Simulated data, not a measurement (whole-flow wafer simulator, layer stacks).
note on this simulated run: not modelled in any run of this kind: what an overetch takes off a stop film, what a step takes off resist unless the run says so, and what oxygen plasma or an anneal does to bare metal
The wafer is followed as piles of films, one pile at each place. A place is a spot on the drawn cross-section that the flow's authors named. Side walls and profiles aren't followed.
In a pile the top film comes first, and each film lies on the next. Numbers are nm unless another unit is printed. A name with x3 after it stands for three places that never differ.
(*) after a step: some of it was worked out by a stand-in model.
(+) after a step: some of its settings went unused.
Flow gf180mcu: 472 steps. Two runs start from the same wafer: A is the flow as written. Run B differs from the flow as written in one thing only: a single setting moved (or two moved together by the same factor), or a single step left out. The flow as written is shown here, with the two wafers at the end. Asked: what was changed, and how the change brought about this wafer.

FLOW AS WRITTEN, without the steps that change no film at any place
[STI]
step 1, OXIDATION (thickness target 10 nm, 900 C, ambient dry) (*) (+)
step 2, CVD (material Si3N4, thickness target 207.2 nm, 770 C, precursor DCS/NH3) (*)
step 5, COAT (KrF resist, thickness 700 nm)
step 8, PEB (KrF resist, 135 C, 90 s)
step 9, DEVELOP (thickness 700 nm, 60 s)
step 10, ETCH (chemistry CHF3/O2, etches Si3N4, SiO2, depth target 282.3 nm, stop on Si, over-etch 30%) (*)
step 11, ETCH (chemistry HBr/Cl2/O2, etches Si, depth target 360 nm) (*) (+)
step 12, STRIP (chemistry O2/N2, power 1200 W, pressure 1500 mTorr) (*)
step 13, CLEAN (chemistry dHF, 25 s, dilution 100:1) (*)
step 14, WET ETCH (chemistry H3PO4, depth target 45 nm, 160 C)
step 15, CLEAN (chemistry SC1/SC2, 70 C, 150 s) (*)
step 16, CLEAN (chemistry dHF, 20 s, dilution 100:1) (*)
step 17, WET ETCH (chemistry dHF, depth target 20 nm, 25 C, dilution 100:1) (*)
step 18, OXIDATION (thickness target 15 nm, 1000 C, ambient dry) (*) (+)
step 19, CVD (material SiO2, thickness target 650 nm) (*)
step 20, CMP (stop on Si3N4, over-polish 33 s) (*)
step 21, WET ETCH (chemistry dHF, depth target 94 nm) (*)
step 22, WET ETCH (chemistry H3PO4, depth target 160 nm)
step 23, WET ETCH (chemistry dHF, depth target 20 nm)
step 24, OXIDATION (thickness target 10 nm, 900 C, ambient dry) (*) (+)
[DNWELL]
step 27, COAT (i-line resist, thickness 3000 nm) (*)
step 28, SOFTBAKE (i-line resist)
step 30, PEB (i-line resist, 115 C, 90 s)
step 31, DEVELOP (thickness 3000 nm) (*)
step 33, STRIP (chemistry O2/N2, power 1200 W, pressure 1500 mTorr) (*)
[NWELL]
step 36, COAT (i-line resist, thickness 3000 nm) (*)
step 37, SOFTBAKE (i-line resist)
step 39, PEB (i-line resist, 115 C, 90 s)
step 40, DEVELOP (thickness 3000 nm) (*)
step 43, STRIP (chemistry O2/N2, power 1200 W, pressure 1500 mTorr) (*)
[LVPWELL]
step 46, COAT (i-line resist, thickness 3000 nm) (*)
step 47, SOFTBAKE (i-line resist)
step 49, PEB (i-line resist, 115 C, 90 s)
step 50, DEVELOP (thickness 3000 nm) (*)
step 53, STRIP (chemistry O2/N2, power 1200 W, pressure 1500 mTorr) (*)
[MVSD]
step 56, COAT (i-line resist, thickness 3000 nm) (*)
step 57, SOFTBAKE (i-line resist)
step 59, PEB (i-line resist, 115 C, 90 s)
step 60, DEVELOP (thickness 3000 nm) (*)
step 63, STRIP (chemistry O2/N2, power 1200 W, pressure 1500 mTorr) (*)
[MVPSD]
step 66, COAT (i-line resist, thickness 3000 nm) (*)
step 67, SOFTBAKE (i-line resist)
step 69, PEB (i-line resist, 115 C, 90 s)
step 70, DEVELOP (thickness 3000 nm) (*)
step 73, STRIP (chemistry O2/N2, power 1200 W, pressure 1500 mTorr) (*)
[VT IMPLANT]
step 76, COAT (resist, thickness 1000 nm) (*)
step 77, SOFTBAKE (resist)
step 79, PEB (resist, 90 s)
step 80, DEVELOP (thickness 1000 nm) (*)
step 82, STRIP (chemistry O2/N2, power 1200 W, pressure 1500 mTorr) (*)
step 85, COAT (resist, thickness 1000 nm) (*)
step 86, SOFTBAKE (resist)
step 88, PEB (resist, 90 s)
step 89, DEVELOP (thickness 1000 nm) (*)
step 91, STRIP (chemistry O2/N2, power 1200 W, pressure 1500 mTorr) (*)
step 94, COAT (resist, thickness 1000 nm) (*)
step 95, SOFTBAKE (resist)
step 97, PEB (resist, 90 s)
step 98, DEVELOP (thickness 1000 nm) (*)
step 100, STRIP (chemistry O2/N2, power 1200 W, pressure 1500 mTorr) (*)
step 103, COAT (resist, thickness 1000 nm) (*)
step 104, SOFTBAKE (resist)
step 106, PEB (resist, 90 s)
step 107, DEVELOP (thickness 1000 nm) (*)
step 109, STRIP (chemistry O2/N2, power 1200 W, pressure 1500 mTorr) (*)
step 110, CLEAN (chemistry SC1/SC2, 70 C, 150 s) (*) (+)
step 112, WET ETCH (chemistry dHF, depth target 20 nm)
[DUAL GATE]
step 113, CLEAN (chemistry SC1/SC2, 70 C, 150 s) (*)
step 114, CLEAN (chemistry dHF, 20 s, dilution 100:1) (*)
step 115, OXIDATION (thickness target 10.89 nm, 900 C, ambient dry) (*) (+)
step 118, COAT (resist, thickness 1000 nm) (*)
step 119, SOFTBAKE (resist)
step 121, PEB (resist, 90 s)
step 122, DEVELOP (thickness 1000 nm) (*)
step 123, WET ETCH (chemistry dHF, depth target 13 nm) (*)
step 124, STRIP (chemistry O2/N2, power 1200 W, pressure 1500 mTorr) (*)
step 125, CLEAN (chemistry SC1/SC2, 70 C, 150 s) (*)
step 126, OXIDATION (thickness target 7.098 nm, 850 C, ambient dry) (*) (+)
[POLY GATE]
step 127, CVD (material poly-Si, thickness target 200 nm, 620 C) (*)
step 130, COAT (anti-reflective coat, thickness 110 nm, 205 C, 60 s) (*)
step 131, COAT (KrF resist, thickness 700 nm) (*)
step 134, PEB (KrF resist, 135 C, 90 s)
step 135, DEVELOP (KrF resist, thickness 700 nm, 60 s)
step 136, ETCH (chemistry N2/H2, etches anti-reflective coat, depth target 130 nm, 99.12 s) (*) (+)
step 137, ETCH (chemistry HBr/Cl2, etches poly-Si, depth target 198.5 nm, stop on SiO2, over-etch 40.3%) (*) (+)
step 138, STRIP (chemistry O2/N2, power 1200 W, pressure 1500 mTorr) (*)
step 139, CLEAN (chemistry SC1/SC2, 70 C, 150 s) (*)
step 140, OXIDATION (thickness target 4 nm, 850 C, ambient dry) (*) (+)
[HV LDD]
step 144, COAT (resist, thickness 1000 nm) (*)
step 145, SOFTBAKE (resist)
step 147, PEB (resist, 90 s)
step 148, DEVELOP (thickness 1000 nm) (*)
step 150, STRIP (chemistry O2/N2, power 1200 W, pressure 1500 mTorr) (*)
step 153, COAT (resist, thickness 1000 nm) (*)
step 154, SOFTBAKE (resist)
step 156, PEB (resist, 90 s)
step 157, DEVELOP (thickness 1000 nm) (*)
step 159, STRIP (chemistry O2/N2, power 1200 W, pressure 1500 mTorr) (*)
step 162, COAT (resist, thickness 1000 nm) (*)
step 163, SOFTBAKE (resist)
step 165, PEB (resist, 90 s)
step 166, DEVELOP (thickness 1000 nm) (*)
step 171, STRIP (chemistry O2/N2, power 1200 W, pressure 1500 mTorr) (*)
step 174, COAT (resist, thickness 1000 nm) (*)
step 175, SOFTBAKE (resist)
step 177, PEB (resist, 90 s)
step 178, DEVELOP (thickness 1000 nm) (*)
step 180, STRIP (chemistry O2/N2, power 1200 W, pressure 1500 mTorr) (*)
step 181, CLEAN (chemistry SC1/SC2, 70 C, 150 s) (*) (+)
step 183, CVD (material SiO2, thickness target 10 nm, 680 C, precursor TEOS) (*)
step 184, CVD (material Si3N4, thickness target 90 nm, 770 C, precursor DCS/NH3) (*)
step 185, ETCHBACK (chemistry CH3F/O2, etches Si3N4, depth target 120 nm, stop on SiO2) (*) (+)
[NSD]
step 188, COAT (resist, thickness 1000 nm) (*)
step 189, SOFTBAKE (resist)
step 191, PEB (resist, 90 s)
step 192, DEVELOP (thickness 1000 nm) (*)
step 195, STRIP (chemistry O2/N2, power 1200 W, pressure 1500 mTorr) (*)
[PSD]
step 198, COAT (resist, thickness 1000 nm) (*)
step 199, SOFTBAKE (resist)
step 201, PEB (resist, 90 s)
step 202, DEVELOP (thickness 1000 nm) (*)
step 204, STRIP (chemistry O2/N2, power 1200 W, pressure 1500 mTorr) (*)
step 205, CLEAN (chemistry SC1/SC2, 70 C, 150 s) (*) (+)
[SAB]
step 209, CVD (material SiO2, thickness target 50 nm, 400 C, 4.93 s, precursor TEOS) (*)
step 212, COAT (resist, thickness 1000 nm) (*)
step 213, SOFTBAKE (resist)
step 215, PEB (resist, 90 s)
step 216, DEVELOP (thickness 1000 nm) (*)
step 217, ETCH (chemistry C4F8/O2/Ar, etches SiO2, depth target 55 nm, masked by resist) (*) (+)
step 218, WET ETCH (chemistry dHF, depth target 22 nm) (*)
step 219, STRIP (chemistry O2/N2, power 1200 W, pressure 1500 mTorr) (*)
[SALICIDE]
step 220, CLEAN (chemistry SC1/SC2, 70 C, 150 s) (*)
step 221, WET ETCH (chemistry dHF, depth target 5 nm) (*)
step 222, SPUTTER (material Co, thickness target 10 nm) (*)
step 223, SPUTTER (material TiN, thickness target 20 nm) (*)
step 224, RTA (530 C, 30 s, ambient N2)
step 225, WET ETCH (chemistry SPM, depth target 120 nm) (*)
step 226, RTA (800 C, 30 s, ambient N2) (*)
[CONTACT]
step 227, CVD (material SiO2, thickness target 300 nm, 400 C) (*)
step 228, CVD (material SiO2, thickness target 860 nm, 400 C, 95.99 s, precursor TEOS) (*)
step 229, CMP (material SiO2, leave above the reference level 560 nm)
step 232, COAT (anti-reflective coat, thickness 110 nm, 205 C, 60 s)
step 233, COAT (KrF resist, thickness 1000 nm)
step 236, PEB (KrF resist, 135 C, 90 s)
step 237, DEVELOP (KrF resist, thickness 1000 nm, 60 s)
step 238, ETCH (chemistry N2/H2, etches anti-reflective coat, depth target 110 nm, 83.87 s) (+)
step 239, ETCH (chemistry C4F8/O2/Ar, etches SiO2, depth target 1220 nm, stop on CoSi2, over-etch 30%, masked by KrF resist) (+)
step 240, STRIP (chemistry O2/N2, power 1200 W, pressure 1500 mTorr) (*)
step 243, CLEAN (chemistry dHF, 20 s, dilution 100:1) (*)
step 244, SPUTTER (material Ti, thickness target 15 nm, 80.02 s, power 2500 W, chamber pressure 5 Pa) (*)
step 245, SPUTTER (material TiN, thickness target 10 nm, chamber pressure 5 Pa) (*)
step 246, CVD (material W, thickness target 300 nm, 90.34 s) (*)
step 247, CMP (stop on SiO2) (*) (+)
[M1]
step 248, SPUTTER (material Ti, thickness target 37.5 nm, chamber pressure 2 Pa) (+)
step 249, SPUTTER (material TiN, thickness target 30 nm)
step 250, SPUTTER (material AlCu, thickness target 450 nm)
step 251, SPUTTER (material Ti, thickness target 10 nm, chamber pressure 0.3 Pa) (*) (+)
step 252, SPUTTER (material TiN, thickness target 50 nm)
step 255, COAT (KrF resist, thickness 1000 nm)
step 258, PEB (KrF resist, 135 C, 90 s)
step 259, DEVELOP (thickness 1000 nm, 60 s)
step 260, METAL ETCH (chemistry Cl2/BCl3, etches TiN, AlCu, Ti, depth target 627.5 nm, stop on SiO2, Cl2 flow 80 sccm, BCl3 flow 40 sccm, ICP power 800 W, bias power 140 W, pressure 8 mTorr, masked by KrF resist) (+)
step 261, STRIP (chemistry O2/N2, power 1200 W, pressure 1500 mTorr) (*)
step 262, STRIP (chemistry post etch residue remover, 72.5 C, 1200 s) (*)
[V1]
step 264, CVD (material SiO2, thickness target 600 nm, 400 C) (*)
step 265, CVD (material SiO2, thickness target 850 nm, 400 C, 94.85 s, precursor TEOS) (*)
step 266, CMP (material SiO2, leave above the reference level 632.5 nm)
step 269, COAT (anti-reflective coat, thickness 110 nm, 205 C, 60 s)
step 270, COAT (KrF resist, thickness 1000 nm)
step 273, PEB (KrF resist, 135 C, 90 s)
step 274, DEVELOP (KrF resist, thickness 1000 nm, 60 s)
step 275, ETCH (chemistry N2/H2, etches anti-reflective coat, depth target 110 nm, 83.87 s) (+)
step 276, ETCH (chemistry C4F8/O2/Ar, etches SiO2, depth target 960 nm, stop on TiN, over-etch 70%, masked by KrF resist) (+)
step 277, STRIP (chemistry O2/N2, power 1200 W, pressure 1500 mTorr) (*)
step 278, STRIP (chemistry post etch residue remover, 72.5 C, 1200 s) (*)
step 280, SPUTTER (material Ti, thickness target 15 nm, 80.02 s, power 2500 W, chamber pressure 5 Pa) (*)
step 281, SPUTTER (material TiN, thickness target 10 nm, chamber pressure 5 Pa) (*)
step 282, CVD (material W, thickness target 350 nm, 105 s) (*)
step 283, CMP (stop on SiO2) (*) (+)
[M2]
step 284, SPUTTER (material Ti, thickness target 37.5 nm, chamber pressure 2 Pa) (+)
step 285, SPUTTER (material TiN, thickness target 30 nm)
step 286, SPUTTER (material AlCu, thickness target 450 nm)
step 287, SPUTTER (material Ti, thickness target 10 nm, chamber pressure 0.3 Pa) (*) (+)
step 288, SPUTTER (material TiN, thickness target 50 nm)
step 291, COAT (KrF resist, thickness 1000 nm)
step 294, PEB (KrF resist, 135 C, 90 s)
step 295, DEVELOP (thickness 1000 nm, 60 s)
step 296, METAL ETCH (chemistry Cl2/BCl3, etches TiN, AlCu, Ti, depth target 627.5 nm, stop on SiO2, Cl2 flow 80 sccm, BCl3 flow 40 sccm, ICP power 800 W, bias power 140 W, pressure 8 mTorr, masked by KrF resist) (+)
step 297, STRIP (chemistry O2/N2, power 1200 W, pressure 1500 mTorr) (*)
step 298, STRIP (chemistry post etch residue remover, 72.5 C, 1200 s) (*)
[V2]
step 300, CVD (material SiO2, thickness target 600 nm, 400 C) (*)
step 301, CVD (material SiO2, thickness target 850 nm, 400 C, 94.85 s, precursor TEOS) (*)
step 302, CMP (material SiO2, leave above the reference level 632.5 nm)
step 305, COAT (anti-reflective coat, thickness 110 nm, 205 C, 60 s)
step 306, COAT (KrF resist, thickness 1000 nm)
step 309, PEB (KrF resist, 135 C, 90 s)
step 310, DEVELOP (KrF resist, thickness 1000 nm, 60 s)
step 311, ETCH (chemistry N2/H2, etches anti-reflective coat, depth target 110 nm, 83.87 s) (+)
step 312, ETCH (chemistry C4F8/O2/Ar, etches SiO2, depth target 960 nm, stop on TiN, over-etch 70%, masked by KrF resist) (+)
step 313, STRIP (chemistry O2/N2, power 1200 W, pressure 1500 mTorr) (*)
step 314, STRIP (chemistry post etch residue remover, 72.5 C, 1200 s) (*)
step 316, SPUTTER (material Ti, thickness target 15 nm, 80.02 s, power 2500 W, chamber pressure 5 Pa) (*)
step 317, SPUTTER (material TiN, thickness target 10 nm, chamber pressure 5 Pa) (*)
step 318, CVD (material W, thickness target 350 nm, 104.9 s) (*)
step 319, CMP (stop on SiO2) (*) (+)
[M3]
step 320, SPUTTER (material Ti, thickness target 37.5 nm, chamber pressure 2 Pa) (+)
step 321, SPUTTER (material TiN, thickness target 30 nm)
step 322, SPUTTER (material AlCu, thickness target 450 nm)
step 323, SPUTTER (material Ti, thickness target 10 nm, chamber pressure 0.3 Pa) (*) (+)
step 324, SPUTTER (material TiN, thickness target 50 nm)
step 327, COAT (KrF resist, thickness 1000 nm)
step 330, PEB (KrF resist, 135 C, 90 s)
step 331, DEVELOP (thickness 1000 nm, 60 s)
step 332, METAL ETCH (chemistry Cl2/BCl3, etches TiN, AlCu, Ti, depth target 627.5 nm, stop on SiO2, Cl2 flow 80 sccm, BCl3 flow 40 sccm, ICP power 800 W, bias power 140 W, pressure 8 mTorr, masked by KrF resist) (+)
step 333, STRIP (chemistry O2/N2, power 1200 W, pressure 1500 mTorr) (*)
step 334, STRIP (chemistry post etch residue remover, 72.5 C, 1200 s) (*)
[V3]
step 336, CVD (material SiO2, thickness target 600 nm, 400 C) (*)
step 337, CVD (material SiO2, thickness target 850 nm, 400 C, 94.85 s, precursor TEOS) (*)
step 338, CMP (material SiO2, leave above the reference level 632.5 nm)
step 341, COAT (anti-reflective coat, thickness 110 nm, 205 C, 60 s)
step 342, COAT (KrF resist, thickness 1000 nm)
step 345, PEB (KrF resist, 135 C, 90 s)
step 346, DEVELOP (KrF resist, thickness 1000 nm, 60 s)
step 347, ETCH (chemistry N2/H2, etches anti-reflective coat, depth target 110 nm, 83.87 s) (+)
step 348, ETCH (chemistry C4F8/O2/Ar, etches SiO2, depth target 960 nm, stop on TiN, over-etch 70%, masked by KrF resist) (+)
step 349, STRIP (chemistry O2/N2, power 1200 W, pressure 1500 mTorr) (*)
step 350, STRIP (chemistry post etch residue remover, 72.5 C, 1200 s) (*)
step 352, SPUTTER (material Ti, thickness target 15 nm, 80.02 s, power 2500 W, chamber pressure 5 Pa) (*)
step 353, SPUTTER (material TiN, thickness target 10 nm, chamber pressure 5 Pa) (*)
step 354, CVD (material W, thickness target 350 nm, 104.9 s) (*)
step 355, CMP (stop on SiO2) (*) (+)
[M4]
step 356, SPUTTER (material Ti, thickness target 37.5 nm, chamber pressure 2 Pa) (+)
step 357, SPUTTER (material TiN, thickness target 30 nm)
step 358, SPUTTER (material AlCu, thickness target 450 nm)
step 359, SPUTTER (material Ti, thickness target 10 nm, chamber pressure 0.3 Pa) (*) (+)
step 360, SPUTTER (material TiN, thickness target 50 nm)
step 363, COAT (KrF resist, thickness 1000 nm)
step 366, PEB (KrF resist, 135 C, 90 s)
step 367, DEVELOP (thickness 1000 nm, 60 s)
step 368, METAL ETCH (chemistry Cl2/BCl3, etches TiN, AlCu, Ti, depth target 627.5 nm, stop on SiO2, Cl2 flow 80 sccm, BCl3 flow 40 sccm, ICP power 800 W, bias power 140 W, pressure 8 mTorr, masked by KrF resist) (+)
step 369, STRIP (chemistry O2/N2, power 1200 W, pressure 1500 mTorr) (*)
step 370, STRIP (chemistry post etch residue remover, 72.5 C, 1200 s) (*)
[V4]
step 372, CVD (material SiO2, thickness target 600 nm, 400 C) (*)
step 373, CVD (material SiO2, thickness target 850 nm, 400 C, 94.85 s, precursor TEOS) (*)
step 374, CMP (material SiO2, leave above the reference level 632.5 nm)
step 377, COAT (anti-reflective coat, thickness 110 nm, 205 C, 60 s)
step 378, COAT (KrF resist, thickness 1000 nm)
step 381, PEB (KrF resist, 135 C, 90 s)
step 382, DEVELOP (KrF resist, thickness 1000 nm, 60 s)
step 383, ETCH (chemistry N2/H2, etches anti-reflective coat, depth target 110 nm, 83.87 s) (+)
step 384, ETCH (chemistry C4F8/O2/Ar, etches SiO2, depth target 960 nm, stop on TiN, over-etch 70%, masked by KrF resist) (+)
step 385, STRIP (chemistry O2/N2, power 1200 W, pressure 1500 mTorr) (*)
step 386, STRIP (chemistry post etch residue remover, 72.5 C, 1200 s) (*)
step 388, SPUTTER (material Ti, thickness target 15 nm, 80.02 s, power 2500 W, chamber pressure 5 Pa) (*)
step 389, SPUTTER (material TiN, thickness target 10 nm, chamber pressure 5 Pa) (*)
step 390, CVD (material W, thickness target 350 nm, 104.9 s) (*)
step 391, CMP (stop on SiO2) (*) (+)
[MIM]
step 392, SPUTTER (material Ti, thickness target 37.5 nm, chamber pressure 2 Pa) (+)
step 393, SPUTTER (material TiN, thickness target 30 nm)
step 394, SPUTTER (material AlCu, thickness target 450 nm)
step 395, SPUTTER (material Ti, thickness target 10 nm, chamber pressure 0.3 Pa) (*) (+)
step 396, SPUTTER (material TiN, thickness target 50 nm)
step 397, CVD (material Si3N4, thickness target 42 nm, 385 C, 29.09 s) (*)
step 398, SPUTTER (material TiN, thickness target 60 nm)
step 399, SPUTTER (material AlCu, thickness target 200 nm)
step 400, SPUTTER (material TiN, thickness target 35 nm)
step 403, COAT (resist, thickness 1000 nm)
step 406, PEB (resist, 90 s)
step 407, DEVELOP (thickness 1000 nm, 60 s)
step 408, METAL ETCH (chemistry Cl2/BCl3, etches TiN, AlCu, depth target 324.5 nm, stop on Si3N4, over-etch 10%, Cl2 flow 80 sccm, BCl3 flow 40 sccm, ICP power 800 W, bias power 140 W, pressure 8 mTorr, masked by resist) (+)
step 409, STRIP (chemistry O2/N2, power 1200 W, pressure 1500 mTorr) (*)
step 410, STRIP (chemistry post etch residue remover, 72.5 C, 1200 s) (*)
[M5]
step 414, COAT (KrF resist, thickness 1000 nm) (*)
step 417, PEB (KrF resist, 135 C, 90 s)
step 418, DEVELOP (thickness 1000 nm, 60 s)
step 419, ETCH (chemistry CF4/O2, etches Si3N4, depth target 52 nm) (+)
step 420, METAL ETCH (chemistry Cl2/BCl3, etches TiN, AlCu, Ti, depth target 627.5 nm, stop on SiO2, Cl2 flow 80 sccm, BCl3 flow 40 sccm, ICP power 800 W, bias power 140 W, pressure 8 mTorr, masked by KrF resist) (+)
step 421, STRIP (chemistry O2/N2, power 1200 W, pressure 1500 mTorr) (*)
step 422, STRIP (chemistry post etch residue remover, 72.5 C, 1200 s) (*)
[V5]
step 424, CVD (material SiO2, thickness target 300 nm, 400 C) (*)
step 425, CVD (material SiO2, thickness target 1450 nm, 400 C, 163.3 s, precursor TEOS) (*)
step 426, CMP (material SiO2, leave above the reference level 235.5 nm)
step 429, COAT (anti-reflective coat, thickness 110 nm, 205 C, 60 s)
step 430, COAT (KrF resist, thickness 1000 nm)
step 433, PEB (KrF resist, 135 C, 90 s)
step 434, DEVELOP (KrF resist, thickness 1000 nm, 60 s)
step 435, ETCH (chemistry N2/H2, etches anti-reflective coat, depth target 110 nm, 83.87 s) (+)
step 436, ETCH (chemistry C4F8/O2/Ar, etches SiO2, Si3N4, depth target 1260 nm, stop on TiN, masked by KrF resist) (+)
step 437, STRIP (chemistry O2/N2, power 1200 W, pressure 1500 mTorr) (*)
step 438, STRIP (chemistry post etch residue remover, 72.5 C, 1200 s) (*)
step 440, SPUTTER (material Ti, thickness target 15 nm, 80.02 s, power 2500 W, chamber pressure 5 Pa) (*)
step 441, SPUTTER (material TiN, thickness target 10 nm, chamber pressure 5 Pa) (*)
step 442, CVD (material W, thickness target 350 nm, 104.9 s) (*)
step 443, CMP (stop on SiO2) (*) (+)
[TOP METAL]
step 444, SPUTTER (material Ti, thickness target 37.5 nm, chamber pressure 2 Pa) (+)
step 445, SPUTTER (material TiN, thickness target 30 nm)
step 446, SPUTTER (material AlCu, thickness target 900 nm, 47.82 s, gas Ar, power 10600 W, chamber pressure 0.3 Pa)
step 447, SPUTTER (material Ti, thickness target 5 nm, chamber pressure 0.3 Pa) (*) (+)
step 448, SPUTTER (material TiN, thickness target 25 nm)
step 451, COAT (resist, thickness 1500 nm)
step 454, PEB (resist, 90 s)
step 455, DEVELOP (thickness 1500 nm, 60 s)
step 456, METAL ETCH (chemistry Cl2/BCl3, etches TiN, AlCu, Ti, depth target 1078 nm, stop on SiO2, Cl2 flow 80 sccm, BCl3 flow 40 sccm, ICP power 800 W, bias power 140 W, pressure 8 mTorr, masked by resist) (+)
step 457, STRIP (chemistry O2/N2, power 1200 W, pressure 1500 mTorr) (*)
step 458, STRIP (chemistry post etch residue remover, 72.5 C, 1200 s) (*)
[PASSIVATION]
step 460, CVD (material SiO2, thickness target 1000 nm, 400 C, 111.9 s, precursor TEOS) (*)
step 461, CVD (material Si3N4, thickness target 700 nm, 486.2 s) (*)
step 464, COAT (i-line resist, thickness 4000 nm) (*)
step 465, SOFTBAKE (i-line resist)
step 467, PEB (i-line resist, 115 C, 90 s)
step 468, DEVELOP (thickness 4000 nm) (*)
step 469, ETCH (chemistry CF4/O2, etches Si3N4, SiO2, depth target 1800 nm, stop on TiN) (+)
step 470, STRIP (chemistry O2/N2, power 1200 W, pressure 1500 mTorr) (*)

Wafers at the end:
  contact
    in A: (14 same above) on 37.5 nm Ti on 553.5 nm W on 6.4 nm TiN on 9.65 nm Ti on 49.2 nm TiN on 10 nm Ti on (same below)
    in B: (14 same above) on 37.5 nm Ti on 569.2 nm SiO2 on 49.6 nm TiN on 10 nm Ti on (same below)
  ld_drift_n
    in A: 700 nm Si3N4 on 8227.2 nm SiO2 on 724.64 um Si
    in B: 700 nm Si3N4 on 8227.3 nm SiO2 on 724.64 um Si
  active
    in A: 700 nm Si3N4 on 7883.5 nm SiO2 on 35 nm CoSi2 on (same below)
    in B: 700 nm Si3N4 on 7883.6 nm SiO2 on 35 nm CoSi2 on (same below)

The reason: step 384, ETCH: chemistry C4F8/O2/Ar, etches SiO2, depth target 960 nm, stop on TiN, over-etch 70%, masked by KrF resist (+), was skipped.

How this came from the change, step by step:
  step 385, STRIP (chemistry O2/N2, power 1200 W, pressure 1500 mTorr) (*)
      field, field__w1, field__w2 and 107 more: A -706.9 KrF resist (all of it), -110 anti-reflective coat (all of it) | B -898.9 KrF resist (all of it), -110 anti-reflective coat (all of it)
  step 388, SPUTTER (material Ti, thickness target 15 nm, 80.02 s, power 2500 W, chamber pressure 5 Pa) (*)
      contact: A +9.65 Ti (new film) | B +15 Ti (new film)
  step 389, SPUTTER (material TiN, thickness target 10 nm, chamber pressure 5 Pa) (*)
      contact: A +6.4 TiN (new film) | B +10 TiN (new film)
  step 390, CVD (material W, thickness target 350 nm, 104.9 s) (*)
      contact: A +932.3 W (new film) | B +350 W (new film)
  step 391, CMP (stop on SiO2) (*) (+)
      contact: A -378.8 W | B -350 W (all of it), -10 TiN (all of it), -15 Ti (all of it), -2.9 SiO2
If metal films that touch count as one body, contact has 2 bodies (between them, from the top down: SiO2 569.2); the flow as written gives 1 body.
